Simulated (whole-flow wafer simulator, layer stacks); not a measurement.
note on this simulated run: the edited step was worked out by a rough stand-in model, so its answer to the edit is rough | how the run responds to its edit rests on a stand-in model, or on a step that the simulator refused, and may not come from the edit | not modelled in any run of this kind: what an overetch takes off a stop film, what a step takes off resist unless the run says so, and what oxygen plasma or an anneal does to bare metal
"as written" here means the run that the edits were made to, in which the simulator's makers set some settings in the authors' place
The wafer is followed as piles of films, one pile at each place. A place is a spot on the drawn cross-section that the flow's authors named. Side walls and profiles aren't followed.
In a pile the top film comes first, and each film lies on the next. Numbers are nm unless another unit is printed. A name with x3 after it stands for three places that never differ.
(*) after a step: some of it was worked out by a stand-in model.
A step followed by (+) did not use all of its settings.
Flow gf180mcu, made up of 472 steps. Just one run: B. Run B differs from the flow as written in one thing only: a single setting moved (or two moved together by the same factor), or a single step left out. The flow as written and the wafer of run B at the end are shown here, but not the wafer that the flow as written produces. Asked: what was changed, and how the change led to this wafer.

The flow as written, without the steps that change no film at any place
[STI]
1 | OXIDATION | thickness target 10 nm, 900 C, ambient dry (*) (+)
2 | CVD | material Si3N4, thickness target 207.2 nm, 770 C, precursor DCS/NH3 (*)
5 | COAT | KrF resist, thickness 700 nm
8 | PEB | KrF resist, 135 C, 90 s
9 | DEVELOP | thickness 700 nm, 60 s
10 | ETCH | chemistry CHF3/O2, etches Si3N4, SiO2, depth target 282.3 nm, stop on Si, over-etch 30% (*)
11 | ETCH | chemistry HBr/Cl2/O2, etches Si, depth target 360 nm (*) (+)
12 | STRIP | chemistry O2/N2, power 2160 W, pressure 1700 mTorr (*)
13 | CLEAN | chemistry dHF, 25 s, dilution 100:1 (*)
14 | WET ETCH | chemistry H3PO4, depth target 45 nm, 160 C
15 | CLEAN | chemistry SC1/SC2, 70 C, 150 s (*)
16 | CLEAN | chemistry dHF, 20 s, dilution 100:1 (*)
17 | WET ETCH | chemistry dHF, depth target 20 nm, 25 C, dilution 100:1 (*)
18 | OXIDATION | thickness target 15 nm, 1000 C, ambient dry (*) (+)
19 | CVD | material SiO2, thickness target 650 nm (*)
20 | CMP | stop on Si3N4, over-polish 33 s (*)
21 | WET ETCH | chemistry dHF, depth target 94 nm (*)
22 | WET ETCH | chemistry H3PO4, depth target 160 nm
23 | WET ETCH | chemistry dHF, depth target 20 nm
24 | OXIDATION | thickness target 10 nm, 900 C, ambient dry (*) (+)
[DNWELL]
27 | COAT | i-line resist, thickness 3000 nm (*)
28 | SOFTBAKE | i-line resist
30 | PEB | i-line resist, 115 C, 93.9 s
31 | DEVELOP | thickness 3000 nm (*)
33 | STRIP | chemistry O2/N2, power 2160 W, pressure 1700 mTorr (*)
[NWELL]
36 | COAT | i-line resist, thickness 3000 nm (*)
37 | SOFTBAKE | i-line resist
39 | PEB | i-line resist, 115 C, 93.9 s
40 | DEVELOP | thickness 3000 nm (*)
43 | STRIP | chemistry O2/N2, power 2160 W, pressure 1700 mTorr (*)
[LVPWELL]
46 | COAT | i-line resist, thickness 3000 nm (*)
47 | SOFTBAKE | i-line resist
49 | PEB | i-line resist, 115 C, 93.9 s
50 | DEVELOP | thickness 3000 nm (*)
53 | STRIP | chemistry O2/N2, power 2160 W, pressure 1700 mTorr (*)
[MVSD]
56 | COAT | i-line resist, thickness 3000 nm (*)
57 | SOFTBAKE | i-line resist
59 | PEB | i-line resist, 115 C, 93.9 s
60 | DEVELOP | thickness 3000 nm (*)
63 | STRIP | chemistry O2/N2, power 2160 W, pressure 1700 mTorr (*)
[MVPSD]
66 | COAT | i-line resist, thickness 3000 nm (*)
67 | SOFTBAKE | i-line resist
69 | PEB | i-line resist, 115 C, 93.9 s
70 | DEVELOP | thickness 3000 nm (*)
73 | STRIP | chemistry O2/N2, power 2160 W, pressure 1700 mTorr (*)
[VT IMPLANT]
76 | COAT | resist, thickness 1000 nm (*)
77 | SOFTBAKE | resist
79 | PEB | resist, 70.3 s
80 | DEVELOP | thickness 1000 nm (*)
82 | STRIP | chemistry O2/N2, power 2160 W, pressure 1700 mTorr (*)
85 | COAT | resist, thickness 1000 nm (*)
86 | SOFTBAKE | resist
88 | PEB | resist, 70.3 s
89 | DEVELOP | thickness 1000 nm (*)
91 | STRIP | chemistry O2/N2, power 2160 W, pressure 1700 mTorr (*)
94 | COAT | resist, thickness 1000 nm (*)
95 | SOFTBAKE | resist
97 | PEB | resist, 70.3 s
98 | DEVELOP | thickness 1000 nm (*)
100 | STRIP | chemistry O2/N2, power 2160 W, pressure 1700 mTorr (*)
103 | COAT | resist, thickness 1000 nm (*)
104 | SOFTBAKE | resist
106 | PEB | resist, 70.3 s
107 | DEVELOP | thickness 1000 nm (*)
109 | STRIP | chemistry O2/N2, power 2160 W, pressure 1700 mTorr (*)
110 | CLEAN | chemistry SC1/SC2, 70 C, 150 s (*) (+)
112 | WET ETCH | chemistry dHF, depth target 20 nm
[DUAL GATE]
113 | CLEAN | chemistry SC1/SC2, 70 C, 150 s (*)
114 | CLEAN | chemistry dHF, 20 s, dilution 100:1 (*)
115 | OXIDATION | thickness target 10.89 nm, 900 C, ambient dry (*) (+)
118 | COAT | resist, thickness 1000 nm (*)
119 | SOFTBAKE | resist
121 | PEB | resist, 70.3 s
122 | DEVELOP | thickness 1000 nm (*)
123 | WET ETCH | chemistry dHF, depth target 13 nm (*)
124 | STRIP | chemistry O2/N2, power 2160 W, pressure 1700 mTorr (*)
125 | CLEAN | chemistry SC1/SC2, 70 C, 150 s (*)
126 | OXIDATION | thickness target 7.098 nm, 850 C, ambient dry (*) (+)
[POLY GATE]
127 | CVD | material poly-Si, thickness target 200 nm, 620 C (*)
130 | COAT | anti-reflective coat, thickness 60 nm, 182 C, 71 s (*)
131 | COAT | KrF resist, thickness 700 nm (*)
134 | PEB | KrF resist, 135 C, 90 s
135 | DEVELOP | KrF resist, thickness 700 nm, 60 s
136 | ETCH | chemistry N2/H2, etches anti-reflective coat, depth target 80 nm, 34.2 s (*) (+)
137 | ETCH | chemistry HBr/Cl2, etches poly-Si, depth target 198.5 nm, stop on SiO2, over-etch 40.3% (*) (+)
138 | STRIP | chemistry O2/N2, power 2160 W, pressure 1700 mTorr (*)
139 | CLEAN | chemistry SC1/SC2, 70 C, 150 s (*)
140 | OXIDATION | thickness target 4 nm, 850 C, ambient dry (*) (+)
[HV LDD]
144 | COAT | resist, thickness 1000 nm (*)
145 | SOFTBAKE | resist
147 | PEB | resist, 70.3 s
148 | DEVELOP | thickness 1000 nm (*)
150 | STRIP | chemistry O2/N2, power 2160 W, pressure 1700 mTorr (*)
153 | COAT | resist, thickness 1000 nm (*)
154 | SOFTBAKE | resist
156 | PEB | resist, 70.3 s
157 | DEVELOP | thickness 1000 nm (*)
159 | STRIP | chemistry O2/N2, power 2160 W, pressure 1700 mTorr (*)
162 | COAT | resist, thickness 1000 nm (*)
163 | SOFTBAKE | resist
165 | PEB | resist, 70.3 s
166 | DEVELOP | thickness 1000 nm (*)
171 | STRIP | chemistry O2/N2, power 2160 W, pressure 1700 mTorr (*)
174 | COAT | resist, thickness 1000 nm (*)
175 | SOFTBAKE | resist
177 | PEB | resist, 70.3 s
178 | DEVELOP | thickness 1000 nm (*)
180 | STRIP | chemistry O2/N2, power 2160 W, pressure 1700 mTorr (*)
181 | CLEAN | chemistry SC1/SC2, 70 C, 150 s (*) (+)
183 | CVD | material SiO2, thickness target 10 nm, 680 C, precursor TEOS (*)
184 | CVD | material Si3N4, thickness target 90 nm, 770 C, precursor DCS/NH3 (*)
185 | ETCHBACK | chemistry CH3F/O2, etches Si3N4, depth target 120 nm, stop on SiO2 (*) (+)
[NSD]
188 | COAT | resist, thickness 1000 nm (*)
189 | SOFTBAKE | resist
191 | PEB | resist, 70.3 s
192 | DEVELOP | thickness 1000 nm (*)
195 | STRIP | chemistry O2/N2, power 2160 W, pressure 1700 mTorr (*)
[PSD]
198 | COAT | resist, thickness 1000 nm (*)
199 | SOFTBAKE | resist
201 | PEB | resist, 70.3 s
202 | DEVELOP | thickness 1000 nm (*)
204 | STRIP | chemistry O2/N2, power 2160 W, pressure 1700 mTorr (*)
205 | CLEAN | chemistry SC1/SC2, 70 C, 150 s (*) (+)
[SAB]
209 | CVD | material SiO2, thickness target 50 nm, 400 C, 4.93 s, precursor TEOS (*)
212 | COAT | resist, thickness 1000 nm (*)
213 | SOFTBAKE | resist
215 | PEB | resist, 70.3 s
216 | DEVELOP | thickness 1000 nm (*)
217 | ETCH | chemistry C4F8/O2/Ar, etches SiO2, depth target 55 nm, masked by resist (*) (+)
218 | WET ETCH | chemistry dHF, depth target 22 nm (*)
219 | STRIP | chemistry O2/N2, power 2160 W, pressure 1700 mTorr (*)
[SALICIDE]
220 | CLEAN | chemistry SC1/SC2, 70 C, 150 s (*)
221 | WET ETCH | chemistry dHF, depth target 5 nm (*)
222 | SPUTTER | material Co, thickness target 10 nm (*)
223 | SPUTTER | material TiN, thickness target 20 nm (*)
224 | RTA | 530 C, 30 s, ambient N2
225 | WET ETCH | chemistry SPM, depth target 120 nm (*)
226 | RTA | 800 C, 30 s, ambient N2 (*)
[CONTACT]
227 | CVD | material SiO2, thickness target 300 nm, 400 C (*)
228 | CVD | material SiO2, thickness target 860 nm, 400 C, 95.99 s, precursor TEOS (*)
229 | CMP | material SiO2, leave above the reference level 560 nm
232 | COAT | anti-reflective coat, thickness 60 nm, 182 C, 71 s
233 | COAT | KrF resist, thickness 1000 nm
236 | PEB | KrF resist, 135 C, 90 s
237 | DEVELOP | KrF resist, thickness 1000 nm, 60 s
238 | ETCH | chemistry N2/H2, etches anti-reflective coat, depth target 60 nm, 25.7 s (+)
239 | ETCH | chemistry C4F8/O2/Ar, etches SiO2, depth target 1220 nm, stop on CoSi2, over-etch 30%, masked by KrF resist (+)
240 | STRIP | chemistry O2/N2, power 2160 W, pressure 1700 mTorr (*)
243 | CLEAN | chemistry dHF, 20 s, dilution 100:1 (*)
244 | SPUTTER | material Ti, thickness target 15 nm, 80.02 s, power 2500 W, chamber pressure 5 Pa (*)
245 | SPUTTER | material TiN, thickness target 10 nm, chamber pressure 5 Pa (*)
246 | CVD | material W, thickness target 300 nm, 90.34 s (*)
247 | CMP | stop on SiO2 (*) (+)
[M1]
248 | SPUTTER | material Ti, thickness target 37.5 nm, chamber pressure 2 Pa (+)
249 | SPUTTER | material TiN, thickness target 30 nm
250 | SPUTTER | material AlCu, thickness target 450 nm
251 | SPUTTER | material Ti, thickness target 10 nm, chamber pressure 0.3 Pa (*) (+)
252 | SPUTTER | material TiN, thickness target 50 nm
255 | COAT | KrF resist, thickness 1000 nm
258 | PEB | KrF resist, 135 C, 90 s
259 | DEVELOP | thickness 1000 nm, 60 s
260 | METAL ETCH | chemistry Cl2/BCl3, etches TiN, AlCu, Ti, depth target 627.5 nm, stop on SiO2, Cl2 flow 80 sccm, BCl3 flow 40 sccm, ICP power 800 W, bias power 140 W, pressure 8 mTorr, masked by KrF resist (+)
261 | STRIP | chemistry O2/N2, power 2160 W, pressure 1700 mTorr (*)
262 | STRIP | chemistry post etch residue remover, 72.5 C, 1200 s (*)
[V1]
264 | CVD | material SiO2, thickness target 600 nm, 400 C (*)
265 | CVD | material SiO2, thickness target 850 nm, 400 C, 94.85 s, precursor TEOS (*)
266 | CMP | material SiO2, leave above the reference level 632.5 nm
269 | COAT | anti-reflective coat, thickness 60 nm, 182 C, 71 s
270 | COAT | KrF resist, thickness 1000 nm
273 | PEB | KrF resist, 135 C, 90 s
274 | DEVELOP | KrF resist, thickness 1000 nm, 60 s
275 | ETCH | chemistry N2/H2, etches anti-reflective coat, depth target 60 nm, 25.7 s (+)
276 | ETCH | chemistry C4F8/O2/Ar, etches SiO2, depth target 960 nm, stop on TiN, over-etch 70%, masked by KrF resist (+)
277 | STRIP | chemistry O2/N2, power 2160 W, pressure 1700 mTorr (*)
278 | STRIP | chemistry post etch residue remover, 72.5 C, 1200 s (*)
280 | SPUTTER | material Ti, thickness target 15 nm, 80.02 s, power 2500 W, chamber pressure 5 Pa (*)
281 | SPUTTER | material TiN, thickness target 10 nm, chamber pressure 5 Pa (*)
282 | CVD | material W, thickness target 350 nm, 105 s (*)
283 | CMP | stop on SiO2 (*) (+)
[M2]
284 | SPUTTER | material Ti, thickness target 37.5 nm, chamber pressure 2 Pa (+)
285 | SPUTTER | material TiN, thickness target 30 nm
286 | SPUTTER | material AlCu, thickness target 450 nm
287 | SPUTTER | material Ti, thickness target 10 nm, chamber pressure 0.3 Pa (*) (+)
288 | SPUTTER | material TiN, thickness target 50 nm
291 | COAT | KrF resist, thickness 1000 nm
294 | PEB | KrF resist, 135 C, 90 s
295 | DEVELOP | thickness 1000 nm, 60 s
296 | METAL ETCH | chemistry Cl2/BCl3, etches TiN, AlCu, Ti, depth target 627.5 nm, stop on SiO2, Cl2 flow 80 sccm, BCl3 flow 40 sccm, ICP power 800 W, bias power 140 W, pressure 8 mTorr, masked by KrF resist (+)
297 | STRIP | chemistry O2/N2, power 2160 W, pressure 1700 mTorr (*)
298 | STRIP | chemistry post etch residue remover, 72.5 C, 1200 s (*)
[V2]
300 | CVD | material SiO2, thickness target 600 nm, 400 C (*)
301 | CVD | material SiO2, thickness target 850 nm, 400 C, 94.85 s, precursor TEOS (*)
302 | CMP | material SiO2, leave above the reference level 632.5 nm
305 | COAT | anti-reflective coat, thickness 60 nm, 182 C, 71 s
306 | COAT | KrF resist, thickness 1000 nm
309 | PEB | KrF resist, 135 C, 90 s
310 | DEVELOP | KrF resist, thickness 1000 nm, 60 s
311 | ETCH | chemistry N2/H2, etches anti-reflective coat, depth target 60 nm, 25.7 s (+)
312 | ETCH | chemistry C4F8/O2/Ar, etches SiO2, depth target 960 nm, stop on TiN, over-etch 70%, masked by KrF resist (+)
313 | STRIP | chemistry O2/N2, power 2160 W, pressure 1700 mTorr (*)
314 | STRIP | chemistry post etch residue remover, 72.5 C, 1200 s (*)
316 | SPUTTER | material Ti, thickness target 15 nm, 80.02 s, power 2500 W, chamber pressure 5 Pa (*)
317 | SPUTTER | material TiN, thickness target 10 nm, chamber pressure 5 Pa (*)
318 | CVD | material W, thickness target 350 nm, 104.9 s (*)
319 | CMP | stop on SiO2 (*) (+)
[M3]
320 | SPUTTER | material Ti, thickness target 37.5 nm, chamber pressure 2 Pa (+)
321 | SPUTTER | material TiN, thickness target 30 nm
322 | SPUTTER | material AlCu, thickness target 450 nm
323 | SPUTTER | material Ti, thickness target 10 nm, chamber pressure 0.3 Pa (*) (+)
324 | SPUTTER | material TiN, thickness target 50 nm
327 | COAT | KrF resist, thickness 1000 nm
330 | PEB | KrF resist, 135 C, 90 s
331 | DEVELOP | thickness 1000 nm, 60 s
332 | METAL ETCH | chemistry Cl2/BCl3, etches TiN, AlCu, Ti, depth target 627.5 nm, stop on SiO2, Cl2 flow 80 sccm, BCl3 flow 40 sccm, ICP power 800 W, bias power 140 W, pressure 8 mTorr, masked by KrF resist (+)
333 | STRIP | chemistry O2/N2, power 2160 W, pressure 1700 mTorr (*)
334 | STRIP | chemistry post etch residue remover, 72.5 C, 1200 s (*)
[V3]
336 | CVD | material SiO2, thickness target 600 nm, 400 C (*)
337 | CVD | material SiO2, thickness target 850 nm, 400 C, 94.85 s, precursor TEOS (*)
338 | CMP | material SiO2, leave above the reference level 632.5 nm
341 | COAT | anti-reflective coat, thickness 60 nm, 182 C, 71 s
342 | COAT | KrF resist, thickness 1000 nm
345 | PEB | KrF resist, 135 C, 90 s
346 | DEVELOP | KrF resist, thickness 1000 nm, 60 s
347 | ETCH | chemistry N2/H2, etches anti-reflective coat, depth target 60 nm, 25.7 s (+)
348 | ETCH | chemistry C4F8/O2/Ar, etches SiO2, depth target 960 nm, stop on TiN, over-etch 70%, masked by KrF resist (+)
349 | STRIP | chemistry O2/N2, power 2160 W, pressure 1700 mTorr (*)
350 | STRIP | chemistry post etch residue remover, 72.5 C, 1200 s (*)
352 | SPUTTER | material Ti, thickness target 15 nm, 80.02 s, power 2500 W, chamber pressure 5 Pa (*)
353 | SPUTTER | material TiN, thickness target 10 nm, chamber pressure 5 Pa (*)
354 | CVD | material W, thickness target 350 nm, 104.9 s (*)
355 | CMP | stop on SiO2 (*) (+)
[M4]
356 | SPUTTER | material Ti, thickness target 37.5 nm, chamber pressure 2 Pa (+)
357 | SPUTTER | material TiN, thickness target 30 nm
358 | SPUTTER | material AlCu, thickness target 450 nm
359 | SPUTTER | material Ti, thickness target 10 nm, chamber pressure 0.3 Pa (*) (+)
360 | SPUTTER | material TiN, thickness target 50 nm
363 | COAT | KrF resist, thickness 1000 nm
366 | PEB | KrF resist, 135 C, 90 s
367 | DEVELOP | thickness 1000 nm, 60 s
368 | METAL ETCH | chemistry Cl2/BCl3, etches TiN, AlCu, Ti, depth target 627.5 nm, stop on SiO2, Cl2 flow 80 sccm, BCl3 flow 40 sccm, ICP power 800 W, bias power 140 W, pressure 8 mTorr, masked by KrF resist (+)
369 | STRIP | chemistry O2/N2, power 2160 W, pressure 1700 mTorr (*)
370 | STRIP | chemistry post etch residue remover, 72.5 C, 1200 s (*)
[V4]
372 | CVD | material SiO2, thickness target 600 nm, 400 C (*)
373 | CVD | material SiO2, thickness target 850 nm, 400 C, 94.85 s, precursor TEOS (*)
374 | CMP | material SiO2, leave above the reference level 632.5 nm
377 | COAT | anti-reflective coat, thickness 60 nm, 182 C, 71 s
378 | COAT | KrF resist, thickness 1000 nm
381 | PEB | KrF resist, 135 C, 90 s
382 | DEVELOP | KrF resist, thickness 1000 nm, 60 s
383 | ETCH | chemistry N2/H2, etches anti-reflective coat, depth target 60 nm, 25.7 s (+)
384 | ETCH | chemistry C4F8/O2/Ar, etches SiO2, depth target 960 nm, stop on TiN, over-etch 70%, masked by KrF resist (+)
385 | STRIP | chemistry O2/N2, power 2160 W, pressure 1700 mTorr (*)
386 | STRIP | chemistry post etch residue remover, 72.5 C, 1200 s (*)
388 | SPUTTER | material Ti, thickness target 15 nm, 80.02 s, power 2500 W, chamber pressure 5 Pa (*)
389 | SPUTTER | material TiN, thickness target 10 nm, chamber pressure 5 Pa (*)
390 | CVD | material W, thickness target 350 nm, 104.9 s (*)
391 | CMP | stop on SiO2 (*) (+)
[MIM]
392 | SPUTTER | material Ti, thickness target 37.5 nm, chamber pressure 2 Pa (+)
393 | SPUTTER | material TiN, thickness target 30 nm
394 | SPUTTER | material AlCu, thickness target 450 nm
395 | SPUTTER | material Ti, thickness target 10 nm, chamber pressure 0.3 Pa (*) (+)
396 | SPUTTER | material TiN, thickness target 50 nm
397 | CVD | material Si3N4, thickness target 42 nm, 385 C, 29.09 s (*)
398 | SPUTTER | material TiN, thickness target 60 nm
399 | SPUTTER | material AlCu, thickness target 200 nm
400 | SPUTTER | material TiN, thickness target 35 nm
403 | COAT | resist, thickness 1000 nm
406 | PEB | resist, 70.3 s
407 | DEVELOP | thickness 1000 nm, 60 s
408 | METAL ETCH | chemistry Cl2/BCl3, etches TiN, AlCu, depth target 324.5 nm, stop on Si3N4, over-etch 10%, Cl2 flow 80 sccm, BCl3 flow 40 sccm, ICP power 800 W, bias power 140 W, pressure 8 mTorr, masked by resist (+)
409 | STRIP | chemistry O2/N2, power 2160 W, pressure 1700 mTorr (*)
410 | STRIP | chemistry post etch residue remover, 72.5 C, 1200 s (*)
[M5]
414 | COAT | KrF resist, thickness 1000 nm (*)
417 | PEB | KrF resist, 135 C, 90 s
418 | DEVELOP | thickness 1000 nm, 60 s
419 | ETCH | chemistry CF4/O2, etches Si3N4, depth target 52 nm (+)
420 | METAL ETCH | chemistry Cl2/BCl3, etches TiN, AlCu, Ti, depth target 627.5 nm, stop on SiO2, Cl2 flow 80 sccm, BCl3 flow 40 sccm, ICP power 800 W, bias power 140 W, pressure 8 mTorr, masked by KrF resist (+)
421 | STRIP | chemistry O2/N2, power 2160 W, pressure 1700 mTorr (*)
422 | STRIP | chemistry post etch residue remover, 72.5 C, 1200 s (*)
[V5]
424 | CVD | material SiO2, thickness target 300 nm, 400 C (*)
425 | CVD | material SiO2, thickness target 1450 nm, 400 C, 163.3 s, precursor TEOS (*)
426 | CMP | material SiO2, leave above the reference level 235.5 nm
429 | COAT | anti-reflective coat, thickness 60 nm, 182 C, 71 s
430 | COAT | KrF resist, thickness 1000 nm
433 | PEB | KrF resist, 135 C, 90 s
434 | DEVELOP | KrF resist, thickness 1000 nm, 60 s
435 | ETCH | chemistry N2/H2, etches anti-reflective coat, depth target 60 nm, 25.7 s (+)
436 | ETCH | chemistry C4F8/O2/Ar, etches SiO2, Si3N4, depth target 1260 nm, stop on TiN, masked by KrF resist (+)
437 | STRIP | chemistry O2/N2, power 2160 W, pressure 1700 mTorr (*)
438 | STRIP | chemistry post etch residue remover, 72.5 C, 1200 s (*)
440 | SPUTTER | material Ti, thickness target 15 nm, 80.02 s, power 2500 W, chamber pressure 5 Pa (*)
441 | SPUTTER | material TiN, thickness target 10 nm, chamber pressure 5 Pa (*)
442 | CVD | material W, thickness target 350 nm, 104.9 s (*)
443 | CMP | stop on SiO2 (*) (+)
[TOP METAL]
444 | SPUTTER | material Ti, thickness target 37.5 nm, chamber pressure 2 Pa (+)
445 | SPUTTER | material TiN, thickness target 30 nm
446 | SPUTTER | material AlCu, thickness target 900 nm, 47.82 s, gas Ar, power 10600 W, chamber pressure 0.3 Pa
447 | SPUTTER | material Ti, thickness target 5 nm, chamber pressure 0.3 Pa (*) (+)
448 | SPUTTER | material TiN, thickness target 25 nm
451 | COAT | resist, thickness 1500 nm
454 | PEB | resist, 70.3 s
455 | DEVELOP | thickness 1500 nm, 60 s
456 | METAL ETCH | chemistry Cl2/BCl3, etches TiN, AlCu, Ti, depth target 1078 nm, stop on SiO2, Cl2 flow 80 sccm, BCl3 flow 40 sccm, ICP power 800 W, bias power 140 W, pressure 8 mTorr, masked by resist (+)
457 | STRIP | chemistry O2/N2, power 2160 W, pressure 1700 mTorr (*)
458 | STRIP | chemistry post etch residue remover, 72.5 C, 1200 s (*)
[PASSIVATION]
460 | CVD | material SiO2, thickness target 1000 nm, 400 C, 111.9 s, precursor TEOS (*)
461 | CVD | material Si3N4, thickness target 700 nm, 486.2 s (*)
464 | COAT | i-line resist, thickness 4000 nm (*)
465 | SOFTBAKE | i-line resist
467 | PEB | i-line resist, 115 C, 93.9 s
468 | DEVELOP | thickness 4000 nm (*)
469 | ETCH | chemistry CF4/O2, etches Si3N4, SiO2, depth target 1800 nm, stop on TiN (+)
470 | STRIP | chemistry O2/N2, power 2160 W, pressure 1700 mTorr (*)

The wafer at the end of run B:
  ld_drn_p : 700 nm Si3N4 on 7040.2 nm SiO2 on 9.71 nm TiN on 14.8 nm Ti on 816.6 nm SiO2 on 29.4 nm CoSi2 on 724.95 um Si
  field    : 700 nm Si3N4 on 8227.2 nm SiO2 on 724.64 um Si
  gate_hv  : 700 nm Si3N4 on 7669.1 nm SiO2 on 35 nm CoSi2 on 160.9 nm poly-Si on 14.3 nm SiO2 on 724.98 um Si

Cause: step 228, CVD: thickness target 580 nm was run, whereas the flow has thickness target 860 nm; step 228, CVD: 64.79 s was run, where the flow has 95.99 s.

The path from the change to this, step by step:
  228 | CVD | material SiO2, thickness target 860 nm, 400 C, 95.99 s, precursor TEOS (*)
      field, field__w7, field__w8 and 70 more: SiO2 gains 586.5 (it would be, as written: SiO2 gains 860)
      field__w3, field__w12: SiO2 gains 553.8 (it would be, as written: SiO2 gains 807.3)
      (as well as at 36 more places)
  229 | CMP | material SiO2, leave above the reference level 560 nm
      ld_drift_p, ld_drn_p: nothing (it would be, as written: SiO2 loses 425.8)
      field__w2: nothing (it would be, as written: SiO2 loses 250)
      (as well as at 108 more places)
  232 | COAT | anti-reflective coat, thickness 60 nm, 182 C, 71 s
      ld_gate_p, ppoly_sal: anti-reflective coat gains 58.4 (new film) (it would be, as written: anti-reflective coat gains 60 (new film))
      field__w2: anti-reflective coat gains 63.8 (new film) (it would be, as written: anti-reflective coat gains 60 (new film))
      (as well as at 14 more places)
  240 | STRIP | chemistry O2/N2, power 2160 W, pressure 1700 mTorr (*)
      field__w2: KrF resist loses 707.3 (all of it), anti-reflective coat loses 63.8 (all of it) (it would be, as written: KrF resist loses 707.7 (all of it), anti-reflective coat loses 60 (all of it))
      field__w3: KrF resist loses 707.6 (all of it), anti-reflective coat loses 79.9 (all of it) (it would be, as written: KrF resist loses 707.7 (all of it), anti-reflective coat loses 60 (all of it))
      (as well as at 15 more places)
  244 | SPUTTER | material Ti, thickness target 15 nm, 80.02 s, power 2500 W, chamber pressure 5 Pa (*)
      field__w3: Ti gains 14.3 (new film) (it would be, as written: Ti gains 15 (new film))
  245 | SPUTTER | material TiN, thickness target 10 nm, chamber pressure 5 Pa (*)
      field__w3: TiN gains 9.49 (new film) (it would be, as written: TiN gains 10 (new film))
  247 | CMP | stop on SiO2 (*) (+)
      field__w2: W loses 300 (all of it), TiN loses 10 (all of it), Ti loses 15 (all of it) (it would be, as written: W loses 300 (all of it), TiN loses 10 (all of it), Ti loses 15 (all of it), SiO2 loses 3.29)
      field__w3: W loses 300.1 (all of it), TiN loses 5.87 (it would be, as written: W loses 300 (all of it), TiN loses 10 (all of it), Ti loses 15 (all of it), SiO2 loses 3.29)
      (as well as at 5 more places)
  260 | METAL ETCH | chemistry Cl2/BCl3, etches TiN, AlCu, Ti, depth target 627.5 nm, stop on SiO2, Cl2 flow 80 sccm, BCl3 flow 40 sccm, ICP power 800 W, bias power 140 W, pressure 8 mTorr, masked by KrF resist (+)
      field__w3: TiN loses 50 (all of it), Ti loses 10 (all of it), AlCu loses 450 (all of it), TiN loses 30 (all of it), Ti loses 37.5 (all of it), TiN loses 3.62 (all of it), Ti loses 14.3 (all of it) (it would be, as written: TiN loses 50 (all of it), Ti loses 10 (all of it), AlCu loses 450 (all of it), TiN loses 30 (all of it), Ti loses 37.5 (all of it))
      field__w12: TiN loses 50 (all of it), Ti loses 10 (all of it), AlCu loses 450 (all of it), TiN loses 30 (all of it), Ti loses 37.5 (all of it), TiN loses 3.24 (all of it), Ti loses 14.8 (all of it) (it would be, as written: TiN loses 50 (all of it), Ti loses 10 (all of it), AlCu loses 450 (all of it), TiN loses 30 (all of it), Ti loses 37.5 (all of it))
      (as well as at 3 more places)
  262 | STRIP | chemistry post etch residue remover, 72.5 C, 1200 s (*)
      ld_drn_p: W loses 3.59 (all of it), TiN loses 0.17 (it would be, as written: nothing)
  264 | CVD | material SiO2, thickness target 600 nm, 400 C (*)
      ld_drn_p: SiO2 gains 600 (new film) (it would be, as written: SiO2 gains 600)
      ld_drift_p: SiO2 gains 612.3 (it would be, as written: SiO2 gains 600)
  266 | CMP | material SiO2, leave above the reference level 632.5 nm
      field__w3, field__w12: SiO2 loses 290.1 (it would be, as written: SiO2 loses 300)
      mim: SiO2 loses 275.9 (it would be, as written: SiO2 loses 300)
      (as well as at 2 more places)
With metal films that touch counted as one body, ld_drn_p has 2 bodies (between them, from the top down: SiO2 816.6); the flow as written gives 1 body.
